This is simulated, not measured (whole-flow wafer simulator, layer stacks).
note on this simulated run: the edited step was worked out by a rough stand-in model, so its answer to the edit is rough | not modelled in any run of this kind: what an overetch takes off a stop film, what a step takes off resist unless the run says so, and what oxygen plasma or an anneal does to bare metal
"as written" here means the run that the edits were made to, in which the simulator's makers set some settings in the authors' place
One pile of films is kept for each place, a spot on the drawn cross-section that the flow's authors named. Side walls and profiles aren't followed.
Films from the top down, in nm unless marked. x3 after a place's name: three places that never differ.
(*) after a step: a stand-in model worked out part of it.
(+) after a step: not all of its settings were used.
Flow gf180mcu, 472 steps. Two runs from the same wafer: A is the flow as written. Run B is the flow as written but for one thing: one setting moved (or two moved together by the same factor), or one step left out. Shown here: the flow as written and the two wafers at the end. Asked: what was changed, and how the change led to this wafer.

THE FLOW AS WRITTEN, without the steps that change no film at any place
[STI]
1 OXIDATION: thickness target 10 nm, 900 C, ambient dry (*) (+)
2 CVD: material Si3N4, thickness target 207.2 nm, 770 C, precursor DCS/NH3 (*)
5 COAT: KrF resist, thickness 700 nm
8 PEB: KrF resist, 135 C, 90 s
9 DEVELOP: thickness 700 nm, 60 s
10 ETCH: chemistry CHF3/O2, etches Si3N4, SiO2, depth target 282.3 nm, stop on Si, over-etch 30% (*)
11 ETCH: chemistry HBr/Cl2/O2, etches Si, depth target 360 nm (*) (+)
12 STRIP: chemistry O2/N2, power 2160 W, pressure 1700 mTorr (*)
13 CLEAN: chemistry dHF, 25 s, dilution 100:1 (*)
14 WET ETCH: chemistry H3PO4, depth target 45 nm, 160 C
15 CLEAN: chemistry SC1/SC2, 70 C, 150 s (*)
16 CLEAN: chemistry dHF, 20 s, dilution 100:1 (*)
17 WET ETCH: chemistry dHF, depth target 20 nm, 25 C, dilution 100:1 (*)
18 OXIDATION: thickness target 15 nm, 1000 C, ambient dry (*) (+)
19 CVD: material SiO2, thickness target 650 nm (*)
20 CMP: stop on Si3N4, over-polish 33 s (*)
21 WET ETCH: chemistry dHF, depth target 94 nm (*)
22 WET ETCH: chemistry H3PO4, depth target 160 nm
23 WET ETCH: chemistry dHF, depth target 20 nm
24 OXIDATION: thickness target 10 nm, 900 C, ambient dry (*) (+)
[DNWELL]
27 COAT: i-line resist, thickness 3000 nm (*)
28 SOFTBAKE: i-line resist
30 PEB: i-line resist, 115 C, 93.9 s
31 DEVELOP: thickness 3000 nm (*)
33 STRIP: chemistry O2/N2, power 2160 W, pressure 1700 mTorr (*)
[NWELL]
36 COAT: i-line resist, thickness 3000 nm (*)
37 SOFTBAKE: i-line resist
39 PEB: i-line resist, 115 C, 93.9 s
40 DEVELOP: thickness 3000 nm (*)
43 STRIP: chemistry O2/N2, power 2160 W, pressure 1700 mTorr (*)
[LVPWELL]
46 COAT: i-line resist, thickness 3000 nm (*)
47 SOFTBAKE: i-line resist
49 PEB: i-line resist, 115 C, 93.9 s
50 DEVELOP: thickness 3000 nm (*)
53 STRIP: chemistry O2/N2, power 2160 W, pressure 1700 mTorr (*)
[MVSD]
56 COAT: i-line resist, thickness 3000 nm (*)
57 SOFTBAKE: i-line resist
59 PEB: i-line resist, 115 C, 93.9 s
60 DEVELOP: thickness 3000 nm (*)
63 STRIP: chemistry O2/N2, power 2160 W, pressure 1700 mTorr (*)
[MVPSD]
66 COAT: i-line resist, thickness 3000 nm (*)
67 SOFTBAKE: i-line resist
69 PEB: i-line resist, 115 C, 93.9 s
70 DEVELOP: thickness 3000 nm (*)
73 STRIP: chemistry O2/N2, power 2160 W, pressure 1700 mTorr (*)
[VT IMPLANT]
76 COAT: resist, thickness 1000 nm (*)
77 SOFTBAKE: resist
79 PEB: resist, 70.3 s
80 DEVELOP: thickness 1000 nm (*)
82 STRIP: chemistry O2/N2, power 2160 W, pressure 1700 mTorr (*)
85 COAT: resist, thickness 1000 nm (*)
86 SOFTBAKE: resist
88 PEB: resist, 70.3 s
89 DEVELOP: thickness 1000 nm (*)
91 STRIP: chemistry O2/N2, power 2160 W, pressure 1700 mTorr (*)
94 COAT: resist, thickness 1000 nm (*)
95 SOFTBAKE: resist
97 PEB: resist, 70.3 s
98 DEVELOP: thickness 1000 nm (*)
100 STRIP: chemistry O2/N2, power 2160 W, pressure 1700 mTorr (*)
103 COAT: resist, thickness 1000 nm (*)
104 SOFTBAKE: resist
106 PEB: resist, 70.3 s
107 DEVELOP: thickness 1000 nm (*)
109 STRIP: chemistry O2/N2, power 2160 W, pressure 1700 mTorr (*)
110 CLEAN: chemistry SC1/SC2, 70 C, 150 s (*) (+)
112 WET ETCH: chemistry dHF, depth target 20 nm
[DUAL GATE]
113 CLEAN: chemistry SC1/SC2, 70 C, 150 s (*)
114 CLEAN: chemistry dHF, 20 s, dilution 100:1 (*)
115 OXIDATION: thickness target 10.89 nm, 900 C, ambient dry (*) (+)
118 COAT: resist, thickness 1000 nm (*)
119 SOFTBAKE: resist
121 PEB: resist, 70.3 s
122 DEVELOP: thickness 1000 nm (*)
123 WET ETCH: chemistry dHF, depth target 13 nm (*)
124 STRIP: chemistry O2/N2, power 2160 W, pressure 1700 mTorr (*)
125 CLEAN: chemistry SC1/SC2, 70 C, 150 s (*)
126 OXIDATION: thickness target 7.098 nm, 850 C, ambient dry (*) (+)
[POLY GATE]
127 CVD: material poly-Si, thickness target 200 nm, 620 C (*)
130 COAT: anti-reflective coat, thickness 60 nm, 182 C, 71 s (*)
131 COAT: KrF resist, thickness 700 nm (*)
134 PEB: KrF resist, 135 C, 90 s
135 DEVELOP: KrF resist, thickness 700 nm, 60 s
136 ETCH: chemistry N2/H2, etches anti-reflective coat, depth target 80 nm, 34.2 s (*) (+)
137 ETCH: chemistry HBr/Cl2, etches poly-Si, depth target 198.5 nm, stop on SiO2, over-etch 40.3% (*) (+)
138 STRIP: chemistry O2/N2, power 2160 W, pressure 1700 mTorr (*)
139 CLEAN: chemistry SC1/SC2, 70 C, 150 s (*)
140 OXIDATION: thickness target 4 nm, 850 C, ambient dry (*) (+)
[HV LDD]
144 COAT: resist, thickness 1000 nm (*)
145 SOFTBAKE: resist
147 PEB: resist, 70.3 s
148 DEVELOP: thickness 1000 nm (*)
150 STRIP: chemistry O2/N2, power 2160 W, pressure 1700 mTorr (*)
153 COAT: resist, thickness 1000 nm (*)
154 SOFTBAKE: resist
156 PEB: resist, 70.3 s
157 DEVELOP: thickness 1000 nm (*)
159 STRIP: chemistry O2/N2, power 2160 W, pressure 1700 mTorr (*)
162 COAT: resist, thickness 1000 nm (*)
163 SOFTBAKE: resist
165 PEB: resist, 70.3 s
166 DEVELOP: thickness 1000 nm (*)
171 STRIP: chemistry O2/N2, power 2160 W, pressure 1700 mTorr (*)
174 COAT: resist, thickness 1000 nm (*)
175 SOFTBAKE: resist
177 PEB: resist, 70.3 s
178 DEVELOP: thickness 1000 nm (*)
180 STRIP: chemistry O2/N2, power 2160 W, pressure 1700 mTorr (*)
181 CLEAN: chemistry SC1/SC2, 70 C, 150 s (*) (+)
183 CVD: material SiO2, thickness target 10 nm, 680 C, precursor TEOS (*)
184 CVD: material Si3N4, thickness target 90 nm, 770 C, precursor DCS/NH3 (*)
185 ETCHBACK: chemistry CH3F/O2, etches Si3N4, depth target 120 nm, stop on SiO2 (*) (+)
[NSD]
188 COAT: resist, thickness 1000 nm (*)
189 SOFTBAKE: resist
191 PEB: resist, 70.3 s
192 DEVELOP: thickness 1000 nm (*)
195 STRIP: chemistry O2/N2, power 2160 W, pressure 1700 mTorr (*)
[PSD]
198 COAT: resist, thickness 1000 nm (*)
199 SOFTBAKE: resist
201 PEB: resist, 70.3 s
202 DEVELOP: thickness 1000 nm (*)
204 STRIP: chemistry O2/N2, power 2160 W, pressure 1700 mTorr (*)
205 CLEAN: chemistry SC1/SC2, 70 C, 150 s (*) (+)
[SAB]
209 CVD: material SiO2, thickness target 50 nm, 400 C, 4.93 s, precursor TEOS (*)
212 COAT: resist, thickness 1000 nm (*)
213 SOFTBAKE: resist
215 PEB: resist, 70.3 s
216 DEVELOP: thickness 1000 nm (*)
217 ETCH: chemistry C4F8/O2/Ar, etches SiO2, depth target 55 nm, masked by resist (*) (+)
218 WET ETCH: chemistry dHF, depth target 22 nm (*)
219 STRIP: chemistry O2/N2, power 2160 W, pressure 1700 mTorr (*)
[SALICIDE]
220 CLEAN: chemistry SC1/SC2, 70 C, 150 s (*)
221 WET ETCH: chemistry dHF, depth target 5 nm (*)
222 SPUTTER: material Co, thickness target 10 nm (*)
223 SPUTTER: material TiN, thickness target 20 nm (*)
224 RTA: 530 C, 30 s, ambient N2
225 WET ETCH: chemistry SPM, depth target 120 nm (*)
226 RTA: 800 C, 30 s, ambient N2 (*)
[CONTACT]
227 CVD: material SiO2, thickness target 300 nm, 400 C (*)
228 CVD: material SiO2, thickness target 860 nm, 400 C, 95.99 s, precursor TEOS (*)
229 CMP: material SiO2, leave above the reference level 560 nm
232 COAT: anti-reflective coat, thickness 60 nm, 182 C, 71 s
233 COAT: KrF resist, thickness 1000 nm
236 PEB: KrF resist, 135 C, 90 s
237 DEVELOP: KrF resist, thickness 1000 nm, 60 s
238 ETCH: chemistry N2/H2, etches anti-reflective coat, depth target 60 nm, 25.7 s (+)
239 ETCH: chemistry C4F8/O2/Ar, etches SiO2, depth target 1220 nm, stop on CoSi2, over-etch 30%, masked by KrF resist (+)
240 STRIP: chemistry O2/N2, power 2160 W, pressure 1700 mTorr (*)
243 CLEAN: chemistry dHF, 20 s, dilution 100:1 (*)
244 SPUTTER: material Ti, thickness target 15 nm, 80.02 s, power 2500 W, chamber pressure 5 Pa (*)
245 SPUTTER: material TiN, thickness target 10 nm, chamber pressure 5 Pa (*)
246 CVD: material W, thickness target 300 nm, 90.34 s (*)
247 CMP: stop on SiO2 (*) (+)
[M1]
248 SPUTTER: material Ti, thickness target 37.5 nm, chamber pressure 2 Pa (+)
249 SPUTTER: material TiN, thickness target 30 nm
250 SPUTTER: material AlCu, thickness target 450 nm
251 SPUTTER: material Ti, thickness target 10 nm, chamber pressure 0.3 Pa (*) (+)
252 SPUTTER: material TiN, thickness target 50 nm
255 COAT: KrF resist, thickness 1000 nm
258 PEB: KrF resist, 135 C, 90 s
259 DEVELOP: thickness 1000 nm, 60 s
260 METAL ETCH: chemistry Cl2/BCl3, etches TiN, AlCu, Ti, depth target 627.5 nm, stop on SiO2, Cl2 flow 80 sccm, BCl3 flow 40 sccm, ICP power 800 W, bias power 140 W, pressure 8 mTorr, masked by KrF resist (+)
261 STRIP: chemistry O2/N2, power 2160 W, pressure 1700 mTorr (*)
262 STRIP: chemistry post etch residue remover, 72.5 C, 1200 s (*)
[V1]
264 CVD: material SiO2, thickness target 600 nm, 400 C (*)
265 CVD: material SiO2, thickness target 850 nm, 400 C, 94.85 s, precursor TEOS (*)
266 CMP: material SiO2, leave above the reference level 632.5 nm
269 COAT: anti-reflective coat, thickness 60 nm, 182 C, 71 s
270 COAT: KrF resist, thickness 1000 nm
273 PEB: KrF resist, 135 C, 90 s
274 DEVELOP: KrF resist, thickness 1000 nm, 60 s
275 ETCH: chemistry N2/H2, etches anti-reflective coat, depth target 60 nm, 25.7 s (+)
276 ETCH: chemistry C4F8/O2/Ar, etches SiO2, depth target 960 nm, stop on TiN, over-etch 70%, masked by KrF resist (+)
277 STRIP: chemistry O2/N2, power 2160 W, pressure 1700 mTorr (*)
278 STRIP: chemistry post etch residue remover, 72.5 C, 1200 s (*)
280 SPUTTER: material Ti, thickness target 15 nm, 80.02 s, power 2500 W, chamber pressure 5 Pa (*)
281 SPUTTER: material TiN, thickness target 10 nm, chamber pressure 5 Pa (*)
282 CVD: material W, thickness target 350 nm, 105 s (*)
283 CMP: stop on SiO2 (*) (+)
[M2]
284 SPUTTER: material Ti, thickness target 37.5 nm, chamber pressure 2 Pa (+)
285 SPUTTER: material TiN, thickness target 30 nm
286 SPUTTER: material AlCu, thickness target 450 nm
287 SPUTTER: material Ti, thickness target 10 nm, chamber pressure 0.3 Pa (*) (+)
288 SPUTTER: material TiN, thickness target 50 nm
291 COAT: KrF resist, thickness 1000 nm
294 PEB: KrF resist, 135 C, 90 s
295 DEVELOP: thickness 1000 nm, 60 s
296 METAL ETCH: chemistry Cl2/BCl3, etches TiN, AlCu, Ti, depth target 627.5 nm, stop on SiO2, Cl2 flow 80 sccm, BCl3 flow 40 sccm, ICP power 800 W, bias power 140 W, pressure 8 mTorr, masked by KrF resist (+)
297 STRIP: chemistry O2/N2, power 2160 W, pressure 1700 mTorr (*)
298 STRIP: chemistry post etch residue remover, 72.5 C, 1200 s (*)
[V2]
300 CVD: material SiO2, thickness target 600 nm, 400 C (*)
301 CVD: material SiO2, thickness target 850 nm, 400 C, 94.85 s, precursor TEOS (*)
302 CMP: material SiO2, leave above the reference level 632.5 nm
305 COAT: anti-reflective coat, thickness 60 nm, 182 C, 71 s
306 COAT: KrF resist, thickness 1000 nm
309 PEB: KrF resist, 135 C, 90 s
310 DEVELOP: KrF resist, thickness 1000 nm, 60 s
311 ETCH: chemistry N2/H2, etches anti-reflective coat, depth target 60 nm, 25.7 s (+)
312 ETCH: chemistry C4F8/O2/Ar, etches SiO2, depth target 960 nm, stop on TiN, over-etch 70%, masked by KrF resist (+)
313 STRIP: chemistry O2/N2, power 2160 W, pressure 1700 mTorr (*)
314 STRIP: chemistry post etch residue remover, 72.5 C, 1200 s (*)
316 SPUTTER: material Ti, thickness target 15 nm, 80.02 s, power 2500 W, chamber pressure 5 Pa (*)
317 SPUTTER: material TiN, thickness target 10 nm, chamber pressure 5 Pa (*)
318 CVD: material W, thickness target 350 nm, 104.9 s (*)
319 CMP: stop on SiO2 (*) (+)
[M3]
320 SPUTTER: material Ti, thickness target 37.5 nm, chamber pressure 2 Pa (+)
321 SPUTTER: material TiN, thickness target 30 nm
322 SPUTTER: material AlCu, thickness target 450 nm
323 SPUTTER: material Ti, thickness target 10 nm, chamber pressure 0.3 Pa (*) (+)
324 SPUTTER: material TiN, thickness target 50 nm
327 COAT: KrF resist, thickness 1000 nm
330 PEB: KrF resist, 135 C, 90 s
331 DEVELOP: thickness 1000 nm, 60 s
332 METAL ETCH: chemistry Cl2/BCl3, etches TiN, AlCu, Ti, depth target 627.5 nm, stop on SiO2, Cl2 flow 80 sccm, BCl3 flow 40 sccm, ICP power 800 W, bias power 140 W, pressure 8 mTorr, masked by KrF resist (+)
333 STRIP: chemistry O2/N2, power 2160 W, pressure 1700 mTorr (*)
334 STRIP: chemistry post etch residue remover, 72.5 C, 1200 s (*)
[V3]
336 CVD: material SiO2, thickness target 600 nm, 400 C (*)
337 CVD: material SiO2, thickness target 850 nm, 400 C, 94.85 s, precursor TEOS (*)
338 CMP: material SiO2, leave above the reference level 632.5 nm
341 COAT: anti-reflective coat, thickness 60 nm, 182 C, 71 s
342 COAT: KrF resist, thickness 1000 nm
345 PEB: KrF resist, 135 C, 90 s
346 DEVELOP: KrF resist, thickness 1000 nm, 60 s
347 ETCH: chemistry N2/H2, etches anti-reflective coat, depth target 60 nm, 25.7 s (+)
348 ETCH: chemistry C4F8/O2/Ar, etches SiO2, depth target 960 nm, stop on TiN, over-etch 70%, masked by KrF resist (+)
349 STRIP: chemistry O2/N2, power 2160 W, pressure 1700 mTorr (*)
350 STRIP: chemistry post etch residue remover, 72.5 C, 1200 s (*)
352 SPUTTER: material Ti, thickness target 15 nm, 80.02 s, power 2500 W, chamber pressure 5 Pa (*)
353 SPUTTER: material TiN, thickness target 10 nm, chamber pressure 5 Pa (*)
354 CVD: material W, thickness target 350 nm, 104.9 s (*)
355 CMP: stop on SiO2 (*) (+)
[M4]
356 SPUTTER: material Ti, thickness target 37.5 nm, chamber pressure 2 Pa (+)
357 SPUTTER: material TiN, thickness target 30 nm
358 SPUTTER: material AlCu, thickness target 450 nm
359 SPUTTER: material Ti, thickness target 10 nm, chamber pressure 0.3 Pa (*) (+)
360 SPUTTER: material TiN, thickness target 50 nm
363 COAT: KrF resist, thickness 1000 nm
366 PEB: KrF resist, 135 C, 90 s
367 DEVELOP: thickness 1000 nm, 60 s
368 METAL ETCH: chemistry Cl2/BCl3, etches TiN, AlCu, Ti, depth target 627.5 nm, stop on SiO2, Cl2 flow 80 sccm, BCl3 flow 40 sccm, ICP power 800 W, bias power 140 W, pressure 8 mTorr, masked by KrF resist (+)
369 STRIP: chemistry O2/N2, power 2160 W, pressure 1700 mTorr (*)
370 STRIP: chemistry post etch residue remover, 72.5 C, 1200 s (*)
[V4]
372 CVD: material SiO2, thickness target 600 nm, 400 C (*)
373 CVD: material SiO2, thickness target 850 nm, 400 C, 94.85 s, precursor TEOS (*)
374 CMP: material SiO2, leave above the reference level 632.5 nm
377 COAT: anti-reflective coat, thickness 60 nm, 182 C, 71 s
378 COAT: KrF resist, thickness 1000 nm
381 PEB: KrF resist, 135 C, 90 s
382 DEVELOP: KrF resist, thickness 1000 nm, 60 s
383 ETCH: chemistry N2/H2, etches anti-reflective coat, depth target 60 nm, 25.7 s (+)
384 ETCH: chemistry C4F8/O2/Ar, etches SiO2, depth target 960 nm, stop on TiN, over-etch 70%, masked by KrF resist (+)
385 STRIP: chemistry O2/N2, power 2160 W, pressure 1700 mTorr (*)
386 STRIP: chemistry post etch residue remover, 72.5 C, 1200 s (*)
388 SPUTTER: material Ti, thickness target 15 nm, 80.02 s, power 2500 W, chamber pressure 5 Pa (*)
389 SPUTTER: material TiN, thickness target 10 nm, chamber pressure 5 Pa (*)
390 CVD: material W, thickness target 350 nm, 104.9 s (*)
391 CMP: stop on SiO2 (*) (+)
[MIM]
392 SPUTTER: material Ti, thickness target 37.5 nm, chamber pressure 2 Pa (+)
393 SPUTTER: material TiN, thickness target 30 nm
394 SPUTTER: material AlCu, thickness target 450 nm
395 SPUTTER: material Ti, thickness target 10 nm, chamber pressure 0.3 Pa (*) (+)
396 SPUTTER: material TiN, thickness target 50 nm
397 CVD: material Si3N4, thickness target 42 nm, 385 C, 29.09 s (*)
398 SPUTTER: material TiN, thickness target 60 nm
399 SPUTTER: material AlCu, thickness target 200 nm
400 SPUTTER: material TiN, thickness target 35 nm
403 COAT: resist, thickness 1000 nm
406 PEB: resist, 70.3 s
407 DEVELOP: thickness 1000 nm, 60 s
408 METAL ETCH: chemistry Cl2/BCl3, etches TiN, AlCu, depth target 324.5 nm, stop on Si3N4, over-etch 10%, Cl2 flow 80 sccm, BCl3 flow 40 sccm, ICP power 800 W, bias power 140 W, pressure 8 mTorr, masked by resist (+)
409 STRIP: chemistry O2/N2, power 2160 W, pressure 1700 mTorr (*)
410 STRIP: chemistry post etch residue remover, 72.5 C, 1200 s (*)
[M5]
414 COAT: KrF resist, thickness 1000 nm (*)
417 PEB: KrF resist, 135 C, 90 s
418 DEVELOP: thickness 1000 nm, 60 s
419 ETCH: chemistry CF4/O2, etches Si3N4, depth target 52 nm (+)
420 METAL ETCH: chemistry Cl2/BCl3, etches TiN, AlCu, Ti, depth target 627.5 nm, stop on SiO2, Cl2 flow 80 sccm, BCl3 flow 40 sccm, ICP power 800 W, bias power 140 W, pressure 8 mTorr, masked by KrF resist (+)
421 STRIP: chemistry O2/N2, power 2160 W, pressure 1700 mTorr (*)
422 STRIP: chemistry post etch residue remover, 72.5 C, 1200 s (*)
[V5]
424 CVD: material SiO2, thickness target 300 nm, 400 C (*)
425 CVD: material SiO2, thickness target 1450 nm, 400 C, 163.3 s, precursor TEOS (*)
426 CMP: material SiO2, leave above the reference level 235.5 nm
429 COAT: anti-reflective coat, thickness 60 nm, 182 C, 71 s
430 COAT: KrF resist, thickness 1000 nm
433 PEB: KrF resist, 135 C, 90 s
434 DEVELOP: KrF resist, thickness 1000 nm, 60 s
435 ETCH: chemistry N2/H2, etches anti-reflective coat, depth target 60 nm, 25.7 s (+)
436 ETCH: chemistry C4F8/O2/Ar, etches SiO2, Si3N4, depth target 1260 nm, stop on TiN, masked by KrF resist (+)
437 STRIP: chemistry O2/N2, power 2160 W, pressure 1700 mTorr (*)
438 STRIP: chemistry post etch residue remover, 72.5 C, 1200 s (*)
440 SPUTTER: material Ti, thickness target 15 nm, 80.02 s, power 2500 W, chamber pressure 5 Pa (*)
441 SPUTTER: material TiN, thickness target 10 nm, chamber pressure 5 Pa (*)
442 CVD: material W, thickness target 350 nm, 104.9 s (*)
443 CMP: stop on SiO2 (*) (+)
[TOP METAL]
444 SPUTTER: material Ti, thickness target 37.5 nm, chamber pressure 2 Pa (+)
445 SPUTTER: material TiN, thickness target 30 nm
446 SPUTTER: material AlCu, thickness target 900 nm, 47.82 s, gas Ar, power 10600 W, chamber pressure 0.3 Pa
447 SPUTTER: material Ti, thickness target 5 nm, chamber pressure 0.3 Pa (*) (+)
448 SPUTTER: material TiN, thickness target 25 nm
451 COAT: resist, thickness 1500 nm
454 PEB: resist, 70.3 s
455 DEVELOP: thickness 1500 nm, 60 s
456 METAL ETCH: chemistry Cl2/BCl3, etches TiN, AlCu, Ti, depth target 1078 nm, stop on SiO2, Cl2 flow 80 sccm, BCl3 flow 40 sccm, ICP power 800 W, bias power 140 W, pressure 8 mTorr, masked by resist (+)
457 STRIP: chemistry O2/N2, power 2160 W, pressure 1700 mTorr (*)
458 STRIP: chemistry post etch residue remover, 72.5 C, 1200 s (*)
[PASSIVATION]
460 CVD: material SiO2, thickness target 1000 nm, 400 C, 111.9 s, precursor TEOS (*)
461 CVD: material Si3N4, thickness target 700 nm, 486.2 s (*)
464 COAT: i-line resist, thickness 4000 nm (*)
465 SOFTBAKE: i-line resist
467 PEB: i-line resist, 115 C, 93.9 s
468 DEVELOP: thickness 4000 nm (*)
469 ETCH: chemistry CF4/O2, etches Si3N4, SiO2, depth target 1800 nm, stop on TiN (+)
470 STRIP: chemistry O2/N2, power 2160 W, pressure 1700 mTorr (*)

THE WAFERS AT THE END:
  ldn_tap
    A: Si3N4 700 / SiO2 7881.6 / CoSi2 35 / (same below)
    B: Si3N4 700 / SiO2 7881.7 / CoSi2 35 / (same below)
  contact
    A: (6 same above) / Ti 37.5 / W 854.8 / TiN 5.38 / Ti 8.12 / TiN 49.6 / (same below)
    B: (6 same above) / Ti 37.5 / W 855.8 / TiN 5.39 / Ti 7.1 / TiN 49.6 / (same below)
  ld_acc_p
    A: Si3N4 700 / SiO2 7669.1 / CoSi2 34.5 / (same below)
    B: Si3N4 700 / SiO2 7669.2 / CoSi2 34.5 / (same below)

The cause: step 440, SPUTTER: 70.02 s was run, where the flow has 80.02 s.

How the change led to this, step by step:
  440 SPUTTER: material Ti, thickness target 15 nm, 80.02 s, power 2500 W, chamber pressure 5 Pa (*)
      field, field__w1, field__w2 and 108 more: A Ti +15 (new film) | B Ti +13.1 (new film)
      contact: A Ti +8.12 (new film) | B Ti +7.1 (new film)
  443 CMP: stop on SiO2 (*) (+)
      field, field__w1, field__w2 and 108 more: A W -350 (all of it), TiN -10 (all of it), Ti -15 (all of it), SiO2 -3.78 | B W -350 (all of it), TiN -10 (all of it), Ti -13.1 (all of it), SiO2 -3.76
